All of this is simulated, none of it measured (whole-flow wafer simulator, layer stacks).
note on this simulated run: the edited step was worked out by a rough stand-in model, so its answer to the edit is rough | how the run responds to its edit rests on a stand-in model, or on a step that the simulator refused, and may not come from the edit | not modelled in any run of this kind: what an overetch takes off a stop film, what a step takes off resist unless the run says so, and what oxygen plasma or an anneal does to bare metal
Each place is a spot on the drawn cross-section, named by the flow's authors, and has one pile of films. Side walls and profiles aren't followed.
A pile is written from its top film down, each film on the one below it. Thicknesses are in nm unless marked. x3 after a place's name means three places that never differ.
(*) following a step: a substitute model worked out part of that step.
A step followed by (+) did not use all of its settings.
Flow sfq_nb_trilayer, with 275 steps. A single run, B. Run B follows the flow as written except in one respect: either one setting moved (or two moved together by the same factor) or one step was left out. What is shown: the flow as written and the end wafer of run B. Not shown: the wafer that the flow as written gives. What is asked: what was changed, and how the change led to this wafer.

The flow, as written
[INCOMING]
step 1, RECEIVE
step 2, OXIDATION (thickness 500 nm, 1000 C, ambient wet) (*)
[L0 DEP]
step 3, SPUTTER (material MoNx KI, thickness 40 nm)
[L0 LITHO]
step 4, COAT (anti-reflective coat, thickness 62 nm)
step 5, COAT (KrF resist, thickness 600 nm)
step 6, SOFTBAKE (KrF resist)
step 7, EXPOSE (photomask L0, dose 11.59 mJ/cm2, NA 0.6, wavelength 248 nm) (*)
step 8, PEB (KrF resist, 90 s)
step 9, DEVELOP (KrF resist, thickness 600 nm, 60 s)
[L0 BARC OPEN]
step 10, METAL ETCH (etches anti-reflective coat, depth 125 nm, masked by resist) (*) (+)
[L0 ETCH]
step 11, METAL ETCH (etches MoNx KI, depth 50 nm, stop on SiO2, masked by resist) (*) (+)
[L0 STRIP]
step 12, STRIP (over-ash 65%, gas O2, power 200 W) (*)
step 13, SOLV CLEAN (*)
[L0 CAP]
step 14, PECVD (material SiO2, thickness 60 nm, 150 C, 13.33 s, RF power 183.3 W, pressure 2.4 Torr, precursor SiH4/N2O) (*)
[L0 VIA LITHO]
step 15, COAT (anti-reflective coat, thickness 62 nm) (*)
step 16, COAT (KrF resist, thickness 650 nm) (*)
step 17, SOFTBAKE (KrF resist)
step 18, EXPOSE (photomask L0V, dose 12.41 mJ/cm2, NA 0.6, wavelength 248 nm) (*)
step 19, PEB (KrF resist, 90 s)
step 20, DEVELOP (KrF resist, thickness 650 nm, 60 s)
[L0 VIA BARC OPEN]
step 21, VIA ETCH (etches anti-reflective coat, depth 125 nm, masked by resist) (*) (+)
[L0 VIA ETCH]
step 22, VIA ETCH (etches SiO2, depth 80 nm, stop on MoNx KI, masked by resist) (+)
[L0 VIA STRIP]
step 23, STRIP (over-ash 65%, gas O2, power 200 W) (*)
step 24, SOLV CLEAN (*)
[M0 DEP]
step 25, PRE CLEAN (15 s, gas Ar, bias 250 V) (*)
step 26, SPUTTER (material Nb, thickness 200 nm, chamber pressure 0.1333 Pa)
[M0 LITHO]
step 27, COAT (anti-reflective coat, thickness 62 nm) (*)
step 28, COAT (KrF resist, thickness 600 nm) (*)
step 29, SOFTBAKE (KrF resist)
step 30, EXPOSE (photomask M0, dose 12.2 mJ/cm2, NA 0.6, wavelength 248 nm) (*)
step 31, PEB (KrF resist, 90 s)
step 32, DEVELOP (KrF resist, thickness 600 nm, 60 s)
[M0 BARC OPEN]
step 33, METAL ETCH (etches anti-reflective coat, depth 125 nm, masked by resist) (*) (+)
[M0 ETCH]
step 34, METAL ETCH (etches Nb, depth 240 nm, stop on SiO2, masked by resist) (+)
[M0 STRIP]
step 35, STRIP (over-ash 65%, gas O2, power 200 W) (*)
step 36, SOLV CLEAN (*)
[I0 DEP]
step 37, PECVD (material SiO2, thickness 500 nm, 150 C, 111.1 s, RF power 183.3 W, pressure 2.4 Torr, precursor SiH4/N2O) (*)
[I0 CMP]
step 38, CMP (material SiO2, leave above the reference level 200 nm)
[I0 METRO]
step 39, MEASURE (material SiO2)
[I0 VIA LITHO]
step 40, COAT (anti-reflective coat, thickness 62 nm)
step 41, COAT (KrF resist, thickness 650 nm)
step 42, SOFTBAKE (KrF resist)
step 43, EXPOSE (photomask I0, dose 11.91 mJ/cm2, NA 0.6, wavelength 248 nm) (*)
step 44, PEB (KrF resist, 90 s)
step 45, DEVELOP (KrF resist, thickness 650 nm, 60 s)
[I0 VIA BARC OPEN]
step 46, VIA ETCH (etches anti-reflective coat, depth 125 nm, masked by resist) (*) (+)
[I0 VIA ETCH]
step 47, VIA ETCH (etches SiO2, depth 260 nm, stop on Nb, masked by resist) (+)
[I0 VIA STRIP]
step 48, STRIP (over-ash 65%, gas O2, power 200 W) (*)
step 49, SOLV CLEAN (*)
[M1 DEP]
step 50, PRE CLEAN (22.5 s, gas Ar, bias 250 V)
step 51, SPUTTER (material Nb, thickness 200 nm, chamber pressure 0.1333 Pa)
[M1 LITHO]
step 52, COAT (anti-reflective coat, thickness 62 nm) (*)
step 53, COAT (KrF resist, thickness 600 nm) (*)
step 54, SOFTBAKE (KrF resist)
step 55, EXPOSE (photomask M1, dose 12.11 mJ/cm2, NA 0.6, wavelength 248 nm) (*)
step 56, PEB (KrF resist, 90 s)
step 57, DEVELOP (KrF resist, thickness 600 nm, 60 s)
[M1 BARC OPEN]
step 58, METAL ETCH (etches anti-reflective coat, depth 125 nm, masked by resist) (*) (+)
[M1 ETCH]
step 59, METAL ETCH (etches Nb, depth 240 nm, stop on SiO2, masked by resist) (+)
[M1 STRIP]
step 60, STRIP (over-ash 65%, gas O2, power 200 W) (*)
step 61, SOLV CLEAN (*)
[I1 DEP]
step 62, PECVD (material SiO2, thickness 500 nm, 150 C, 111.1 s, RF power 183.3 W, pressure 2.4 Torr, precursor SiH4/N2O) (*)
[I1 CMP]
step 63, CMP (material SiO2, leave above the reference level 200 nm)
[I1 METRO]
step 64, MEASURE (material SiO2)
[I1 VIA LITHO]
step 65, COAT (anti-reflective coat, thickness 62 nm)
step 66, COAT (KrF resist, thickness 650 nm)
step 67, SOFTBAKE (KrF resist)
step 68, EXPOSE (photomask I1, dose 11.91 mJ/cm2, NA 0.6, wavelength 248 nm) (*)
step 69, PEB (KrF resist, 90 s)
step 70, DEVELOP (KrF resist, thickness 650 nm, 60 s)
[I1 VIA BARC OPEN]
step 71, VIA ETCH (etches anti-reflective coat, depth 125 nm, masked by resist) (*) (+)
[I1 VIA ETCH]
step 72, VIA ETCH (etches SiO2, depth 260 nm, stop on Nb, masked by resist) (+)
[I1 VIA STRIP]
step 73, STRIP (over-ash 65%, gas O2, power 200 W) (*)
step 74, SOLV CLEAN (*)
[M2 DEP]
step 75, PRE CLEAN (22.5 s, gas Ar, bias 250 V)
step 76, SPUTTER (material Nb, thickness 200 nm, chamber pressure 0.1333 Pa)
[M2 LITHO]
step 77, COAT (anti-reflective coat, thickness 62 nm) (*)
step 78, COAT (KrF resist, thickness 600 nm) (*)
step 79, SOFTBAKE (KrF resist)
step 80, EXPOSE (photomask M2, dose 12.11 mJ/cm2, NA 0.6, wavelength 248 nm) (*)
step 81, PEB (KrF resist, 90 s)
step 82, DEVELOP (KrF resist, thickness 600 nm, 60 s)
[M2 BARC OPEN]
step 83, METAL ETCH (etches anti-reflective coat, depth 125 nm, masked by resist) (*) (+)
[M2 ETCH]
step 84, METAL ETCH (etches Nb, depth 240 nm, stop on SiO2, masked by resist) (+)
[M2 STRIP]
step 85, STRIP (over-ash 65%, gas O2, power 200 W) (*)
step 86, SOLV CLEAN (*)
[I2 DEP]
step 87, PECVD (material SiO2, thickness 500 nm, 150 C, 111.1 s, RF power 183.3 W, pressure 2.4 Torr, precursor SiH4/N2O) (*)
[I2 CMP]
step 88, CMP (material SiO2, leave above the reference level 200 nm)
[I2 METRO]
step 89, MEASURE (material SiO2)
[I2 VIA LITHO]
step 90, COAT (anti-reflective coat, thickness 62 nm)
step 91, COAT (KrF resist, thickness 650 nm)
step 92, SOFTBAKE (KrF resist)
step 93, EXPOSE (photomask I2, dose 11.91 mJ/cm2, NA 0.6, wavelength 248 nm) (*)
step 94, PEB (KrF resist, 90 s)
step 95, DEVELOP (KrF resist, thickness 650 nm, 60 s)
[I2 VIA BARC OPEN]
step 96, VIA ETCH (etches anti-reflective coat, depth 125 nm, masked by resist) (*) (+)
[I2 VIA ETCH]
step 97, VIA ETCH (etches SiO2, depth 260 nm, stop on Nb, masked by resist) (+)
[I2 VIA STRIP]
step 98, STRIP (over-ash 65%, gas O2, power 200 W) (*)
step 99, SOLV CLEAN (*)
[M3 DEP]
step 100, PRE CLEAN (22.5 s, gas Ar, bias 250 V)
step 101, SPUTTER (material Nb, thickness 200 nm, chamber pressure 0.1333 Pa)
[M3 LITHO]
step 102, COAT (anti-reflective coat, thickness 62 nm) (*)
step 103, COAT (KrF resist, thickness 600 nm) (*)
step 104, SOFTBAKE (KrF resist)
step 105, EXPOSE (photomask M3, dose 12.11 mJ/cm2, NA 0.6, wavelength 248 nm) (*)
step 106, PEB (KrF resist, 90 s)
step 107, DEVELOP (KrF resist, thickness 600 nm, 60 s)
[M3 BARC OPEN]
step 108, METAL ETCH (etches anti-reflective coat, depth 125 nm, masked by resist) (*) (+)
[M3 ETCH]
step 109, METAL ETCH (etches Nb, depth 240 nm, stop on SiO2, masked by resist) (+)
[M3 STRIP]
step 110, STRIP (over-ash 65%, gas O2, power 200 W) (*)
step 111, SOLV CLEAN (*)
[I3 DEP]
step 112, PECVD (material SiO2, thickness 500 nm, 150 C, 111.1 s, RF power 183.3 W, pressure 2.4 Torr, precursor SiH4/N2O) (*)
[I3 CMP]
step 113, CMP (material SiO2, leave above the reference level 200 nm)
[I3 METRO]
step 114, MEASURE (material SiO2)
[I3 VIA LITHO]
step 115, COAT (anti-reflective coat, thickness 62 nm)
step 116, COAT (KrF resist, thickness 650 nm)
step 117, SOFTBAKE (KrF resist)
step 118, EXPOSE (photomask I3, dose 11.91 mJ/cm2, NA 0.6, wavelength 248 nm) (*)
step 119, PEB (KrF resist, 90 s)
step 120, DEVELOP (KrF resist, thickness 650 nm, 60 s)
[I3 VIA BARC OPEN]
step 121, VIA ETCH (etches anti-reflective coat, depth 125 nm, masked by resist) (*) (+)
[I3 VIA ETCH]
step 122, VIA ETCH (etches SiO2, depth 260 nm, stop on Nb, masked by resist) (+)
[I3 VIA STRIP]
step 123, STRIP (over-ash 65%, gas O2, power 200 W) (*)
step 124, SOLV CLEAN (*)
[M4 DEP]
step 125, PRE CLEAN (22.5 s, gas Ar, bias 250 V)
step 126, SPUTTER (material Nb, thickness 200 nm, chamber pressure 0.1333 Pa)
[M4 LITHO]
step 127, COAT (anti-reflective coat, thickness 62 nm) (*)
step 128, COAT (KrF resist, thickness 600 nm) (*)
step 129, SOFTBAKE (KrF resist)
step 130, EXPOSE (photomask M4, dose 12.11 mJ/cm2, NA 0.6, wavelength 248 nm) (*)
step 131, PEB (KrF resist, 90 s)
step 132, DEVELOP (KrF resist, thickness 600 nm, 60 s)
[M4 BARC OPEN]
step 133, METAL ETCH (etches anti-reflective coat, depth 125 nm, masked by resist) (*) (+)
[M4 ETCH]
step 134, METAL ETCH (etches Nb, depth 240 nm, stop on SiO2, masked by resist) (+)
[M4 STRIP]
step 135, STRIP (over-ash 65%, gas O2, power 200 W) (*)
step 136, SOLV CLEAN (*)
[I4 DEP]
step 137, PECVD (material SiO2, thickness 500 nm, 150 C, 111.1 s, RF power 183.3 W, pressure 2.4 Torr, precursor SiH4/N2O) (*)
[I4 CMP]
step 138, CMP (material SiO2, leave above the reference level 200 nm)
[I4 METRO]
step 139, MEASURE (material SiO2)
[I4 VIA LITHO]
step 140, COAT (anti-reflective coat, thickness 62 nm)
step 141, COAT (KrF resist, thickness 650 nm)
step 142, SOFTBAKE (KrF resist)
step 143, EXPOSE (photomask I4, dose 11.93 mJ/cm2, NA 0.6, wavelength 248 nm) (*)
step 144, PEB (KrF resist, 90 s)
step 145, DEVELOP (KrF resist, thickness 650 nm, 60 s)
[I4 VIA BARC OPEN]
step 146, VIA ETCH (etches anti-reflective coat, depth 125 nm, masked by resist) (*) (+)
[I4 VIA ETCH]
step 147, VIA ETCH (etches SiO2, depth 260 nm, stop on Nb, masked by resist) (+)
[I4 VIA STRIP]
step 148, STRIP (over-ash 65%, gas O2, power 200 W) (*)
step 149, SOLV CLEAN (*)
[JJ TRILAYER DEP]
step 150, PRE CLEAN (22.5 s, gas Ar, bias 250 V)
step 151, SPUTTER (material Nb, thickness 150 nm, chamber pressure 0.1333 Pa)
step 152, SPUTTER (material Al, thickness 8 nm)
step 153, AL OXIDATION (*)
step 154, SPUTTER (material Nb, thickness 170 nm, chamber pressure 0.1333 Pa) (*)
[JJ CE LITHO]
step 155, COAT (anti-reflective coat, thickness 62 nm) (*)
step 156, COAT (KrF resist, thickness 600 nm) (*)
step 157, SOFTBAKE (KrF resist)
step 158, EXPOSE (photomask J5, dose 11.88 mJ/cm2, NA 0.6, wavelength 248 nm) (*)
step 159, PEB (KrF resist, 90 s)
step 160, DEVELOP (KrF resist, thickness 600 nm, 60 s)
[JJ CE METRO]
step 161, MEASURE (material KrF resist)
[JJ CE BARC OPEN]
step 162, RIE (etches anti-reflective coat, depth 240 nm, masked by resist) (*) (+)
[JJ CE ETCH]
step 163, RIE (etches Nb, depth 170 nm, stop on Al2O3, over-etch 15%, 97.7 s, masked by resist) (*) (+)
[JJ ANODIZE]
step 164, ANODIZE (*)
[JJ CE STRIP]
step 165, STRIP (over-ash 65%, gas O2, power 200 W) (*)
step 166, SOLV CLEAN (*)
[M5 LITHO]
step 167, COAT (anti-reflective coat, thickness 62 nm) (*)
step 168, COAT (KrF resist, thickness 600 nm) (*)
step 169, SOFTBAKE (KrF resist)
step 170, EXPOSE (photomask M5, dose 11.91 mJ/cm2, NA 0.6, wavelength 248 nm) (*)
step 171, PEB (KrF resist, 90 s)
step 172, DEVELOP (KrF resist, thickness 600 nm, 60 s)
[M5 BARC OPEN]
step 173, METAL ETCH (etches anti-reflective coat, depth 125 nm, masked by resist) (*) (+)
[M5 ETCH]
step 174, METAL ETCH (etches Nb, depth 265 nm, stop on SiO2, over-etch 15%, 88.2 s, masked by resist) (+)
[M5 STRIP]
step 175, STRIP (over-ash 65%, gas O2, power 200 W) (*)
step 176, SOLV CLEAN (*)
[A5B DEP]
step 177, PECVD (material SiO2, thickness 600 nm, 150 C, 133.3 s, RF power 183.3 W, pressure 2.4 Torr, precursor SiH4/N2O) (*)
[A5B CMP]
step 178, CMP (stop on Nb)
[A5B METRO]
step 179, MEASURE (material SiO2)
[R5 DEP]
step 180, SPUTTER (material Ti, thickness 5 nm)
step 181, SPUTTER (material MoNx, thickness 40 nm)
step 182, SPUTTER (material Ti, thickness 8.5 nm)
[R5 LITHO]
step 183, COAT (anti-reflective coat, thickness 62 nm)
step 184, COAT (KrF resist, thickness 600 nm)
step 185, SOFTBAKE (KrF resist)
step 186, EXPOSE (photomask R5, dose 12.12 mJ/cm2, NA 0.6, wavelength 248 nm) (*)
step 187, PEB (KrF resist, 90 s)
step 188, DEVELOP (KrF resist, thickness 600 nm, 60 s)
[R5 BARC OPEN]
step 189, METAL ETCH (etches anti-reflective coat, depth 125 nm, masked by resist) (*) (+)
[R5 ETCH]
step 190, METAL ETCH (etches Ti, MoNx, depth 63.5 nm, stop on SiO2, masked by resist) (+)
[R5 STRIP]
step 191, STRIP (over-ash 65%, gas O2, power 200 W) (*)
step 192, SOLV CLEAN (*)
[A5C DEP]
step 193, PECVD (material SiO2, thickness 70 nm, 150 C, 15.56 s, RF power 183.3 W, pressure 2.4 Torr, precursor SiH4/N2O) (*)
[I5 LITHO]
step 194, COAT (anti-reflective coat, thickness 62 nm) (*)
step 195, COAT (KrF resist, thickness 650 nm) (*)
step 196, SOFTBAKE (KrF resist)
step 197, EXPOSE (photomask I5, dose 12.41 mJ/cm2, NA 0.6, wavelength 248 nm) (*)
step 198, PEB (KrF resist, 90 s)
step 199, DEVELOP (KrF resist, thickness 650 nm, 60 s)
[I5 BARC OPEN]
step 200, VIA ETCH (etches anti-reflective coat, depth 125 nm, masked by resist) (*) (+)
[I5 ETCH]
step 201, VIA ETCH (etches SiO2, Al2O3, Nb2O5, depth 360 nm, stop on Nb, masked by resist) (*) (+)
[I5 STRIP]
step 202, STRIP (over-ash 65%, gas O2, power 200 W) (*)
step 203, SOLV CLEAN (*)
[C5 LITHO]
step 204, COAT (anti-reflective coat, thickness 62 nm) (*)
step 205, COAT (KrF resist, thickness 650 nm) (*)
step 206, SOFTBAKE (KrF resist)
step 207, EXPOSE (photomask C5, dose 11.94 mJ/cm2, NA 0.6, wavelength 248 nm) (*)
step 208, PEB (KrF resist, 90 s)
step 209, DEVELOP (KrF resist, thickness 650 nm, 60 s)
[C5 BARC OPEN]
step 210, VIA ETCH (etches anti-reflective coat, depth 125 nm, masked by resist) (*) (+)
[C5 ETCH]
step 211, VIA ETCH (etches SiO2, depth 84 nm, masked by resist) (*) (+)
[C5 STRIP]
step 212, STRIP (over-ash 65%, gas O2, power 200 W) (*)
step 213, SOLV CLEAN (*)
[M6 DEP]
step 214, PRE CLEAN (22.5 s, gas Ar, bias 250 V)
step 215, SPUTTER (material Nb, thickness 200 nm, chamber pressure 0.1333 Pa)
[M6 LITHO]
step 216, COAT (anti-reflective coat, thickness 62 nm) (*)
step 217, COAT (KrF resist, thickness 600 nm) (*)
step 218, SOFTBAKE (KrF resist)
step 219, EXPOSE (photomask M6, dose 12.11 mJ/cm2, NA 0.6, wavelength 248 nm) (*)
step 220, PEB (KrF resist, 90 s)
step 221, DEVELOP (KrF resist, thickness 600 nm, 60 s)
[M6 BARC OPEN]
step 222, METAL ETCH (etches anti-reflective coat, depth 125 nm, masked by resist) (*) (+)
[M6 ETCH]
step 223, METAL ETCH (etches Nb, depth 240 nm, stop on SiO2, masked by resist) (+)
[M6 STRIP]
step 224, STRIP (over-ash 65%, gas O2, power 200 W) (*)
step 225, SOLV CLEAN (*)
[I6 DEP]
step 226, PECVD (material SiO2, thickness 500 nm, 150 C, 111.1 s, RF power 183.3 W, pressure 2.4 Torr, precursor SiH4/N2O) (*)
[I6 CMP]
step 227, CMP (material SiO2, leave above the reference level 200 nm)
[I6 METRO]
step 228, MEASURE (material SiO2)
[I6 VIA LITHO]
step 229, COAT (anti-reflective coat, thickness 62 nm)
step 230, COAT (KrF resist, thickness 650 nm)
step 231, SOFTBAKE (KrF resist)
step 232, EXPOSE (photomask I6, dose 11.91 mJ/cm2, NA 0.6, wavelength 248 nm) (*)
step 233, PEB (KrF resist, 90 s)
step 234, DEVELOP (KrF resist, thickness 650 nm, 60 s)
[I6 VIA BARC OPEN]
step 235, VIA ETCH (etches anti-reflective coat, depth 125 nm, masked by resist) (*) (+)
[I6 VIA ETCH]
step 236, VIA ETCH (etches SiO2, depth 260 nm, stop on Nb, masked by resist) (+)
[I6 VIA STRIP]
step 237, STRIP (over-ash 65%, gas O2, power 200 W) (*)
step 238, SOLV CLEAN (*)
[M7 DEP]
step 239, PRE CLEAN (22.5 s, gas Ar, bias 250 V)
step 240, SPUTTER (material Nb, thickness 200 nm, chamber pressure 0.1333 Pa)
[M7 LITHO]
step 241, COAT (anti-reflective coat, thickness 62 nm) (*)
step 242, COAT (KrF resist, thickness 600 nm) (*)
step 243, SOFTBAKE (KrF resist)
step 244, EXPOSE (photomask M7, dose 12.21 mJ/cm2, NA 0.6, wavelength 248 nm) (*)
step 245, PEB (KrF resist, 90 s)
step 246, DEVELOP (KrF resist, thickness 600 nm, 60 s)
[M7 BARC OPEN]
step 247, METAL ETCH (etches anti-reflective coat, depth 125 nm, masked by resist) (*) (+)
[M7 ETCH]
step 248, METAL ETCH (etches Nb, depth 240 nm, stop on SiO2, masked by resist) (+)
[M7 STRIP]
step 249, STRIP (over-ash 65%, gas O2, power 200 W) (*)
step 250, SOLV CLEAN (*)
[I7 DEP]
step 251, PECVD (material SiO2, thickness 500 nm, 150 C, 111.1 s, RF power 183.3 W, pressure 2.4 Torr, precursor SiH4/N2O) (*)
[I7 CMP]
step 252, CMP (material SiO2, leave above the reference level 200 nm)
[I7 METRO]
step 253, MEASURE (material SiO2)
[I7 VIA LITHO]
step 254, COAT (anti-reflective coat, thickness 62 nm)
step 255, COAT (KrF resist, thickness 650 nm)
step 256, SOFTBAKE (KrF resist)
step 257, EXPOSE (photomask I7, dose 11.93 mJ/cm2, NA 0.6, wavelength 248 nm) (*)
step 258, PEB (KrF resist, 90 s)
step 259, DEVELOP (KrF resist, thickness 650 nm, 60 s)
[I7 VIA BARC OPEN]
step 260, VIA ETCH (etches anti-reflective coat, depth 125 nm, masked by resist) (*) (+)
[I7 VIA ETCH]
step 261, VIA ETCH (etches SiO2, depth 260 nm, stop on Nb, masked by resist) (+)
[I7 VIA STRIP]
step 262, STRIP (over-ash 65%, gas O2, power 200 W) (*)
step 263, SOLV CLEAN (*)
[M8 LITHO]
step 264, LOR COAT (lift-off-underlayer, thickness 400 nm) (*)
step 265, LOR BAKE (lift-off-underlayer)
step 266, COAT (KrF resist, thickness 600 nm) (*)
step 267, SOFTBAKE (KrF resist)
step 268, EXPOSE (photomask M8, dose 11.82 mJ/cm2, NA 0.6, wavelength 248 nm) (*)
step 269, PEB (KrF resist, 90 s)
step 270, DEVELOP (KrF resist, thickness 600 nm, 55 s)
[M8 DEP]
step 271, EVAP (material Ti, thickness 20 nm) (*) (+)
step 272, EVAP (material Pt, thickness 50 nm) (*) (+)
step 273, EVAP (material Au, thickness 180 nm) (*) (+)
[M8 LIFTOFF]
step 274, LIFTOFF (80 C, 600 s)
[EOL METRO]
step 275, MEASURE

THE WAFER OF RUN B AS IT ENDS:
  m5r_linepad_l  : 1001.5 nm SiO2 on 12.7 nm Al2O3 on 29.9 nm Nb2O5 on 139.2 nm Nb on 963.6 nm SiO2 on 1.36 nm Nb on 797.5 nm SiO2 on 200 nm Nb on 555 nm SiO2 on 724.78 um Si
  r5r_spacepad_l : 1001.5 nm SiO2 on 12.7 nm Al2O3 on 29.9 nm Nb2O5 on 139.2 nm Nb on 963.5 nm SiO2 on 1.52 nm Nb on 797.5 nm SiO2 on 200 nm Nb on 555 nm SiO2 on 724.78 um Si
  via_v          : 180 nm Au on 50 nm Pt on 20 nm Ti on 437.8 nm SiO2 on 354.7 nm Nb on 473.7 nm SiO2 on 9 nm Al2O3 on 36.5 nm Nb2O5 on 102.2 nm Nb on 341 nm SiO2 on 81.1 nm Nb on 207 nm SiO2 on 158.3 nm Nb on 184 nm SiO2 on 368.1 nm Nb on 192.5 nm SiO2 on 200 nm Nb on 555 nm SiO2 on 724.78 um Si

What caused this: step 87, PECVD: thickness 220 nm was run, whereas the flow has thickness 500 nm; step 87, PECVD: 48.89 s was run, where the flow has 111.1 s.

The path from the change to this, step by step:
  step 87, PECVD (material SiO2, thickness 500 nm, 150 C, 111.1 s, RF power 183.3 W, pressure 2.4 Torr, precursor SiH4/N2O) (*)
      field_l, be, be_sur and 81 more: SiO2 gains 220 (in the flow as written it would be: SiO2 gains 500)
      v_sur, via_wl, via_w and 18 more: SiO2 gains 220 (new film) (in the flow as written it would be: SiO2 gains 500 (new film))
      (and at 1 other place as well)
  step 88, CMP (material SiO2, leave above the reference level 200 nm)
      field_l, be, be_sur and 81 more: nothing (in the flow as written it would be: SiO2 loses 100)
      via_v: nothing (in the flow as written it would be: SiO2 loses 181.6)
      (and at 21 other places as well)
  step 90, COAT (anti-reflective coat, thickness 62 nm)
      m0r_space_l, m0r_space_r, m6r_space_l, m6r_space_r, m7r_space_l, m7r_space_r: anti-reflective coat gains 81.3 (new film) (in the flow as written it would be: anti-reflective coat gains 62 (new film))
      p3_s1, p3_s3, p3_l4, p3_s4: anti-reflective coat gains 64 (new film) (in the flow as written it would be: anti-reflective coat gains 62 (new film))
      (and at 72 other places as well)
  step 91, COAT (KrF resist, thickness 650 nm)
      m0r_line_l, m0r_line_r, m6r_line_l, m6r_line_r, m7r_line_l, m7r_line_r: KrF resist gains 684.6 (new film) (in the flow as written it would be: KrF resist gains 650 (new film))
      m0r_space_l, m0r_space_r, m6r_space_l, m6r_space_r, m7r_space_l, m7r_space_r: KrF resist gains 673.9 (new film) (in the flow as written it would be: KrF resist gains 650 (new film))
      (and at 55 other places as well)
  step 95, DEVELOP (KrF resist, thickness 650 nm, 60 s)
      via_w: KrF resist loses 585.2 (all of it) (in the flow as written it would be: KrF resist loses 648.6 (all of it))
  step 96, VIA ETCH (etches anti-reflective coat, depth 125 nm, masked by resist) (*) (+)
      field_l, v_sur, via_wl and 102 more: KrF resist loses 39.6 (in the flow as written it would be: KrF resist loses 51.7)
      via_w: anti-reflective coat loses 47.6 (all of it), SiO2 loses 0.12 (in the flow as written it would be: anti-reflective coat loses 62 (all of it), SiO2 loses 0.16)
  step 98, STRIP (over-ash 65%, gas O2, power 200 W) (*)
      m0r_line_l, m0r_line_r, m6r_line_l, m6r_line_r, m7r_line_l, m7r_line_r: KrF resist loses 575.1 (all of it), anti-reflective coat loses 61.8 (all of it) (in the flow as written it would be: KrF resist loses 528.6 (all of it), anti-reflective coat loses 62 (all of it))
      m0r_space_l, m0r_space_r, m6r_space_l, m6r_space_r, m7r_space_l, m7r_space_r: KrF resist loses 564.5 (all of it), anti-reflective coat loses 81.3 (all of it) (in the flow as written it would be: KrF resist loses 528.6 (all of it), anti-reflective coat loses 62 (all of it))
      (and at 93 other places as well)
  step 101, SPUTTER (material Nb, thickness 200 nm, chamber pressure 0.1333 Pa)
      via_v: Nb gains 158.3 (new film) (in the flow as written it would be: Nb gains 200 (new film))
  step 102, COAT (anti-reflective coat, thickness 62 nm) (*)
      p3_s1, p3_s3, p3_l4, p3_s4: anti-reflective coat gains 63.9 (new film) (in the flow as written it would be: anti-reflective coat gains 62 (new film))
      p3_l2, p3_s2, p3_s5: anti-reflective coat gains 64.1 (new film) (in the flow as written it would be: anti-reflective coat gains 62 (new film))
      (and at 73 other places as well)
  step 103, COAT (KrF resist, thickness 600 nm) (*)
      m0r_space_r, m5r_space_l, m5r_space_r, m6r_space_r, m7r_space_r: KrF resist gains 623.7 (new film) (in the flow as written it would be: KrF resist gains 600 (new film))
      wl_j_sl, m8r_pad_l, m8r_pad_r: KrF resist gains 572.1 (new film) (in the flow as written it would be: KrF resist gains 600 (new film))
      (and at 61 other places as well)
  step 107, DEVELOP (KrF resist, thickness 600 nm, 60 s)
      m0r_space_r, m5r_space_l, m5r_space_r, m6r_space_r, m7r_space_r: KrF resist loses 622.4 (all of it) (in the flow as written it would be: KrF resist loses 598.7 (all of it))
      m0r_line_l, m6r_line_l, m7r_line_l: KrF resist loses 631.1 (all of it) (in the flow as written it would be: KrF resist loses 598.7 (all of it))
      (and at 38 other places as well)
  step 108, METAL ETCH (etches anti-reflective coat, depth 125 nm, masked by resist) (*) (+)
      m5r_linepad_l, m5r_linepad_r, r5r_spacepad_l, r5r_spacepad_r, m8r_pad_l, m8r_pad_r: anti-reflective coat loses 125 (in the flow as written it would be: anti-reflective coat loses 62 (all of it))
      v_sur, via_wl, via_w and 28 more: KrF resist loses 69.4 (in the flow as written it would be: KrF resist loses 51.7)
      (and at 47 other places as well)
  step 109, METAL ETCH (etches Nb, depth 240 nm, stop on SiO2, masked by resist) (+)
      m5r_linepad_l, m5r_linepad_r: anti-reflective coat loses 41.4 (all of it), Nb loses 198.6 (in the flow as written it would be: Nb loses 200 (all of it))
      r5r_spacepad_l, r5r_spacepad_r: anti-reflective coat loses 41.5 (all of it), Nb loses 198.5 (in the flow as written it would be: Nb loses 200 (all of it))
      (and at 2 other places as well)
  step 110, STRIP (over-ash 65%, gas O2, power 200 W) (*)
      v_sur: KrF resist loses 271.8 (all of it), anti-reflective coat loses 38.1 (all of it) (in the flow as written it would be: KrF resist loses 365.3 (all of it), anti-reflective coat loses 61.1 (all of it))
      via_wl: KrF resist loses 286.5 (all of it), anti-reflective coat loses 27.6 (all of it) (in the flow as written it would be: KrF resist loses 384.2 (all of it), anti-reflective coat loses 34.2 (all of it))
      (and at 28 other places as well)
  step 112, PECVD (material SiO2, thickness 500 nm, 150 C, 111.1 s, RF power 183.3 W, pressure 2.4 Torr, precursor SiH4/N2O) (*)
      m5r_linepad_l, m5r_linepad_r, r5r_spacepad_l, r5r_spacepad_r: SiO2 gains 500 (new film) (in the flow as written it would be: SiO2 gains 500)
      via_v: SiO2 gains 631.7 (new film) (in the flow as written it would be: SiO2 gains 500 (new film))
  step 113, CMP (material SiO2, leave above the reference level 200 nm)
      field_l, be, be_sur and 64 more: nothing (in the flow as written it would be: SiO2 loses 100)
      p4_g1, p4_g2, p3_s0, p3_s1, p3_s2, p3_s3, p3_s4, p3_s5: nothing (in the flow as written it would be: SiO2 loses 157.1)
      (and at 10 other places as well)
  ... 33 further steps ...
  step 178, CMP (stop on Nb)
      via_v: SiO2 loses 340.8 (in the flow as written it would be: SiO2 loses 453.5)
If metal films that touch count as one body, m5r_linepad_l has 3 bodies (between them, from the top down: SiO2 963.6; SiO2 797.5); the flow as written gives 2 bodies (between them, from the top down: SiO2 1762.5).
If metal films that touch count as one body, r5r_spacepad_l has 3 bodies (between them, from the top down: SiO2 963.5; SiO2 797.5); the flow as written gives 2 bodies (between them, from the top down: SiO2 1762.5).
If metal films that touch count as one body, via_v has 7 bodies (between them, from the top down: SiO2 437.8; SiO2 473.7 / Al2O3 9 / Nb2O5 36.5; SiO2 341; SiO2 207; SiO2 184; SiO2 192.5); the flow as written gives 6 bodies (between them, from the top down: SiO2 437.8; SiO2 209 / Al2O3 12.7 / Nb2O5 29.9; SiO2 425.9; SiO2 416.9; SiO2 192.5).
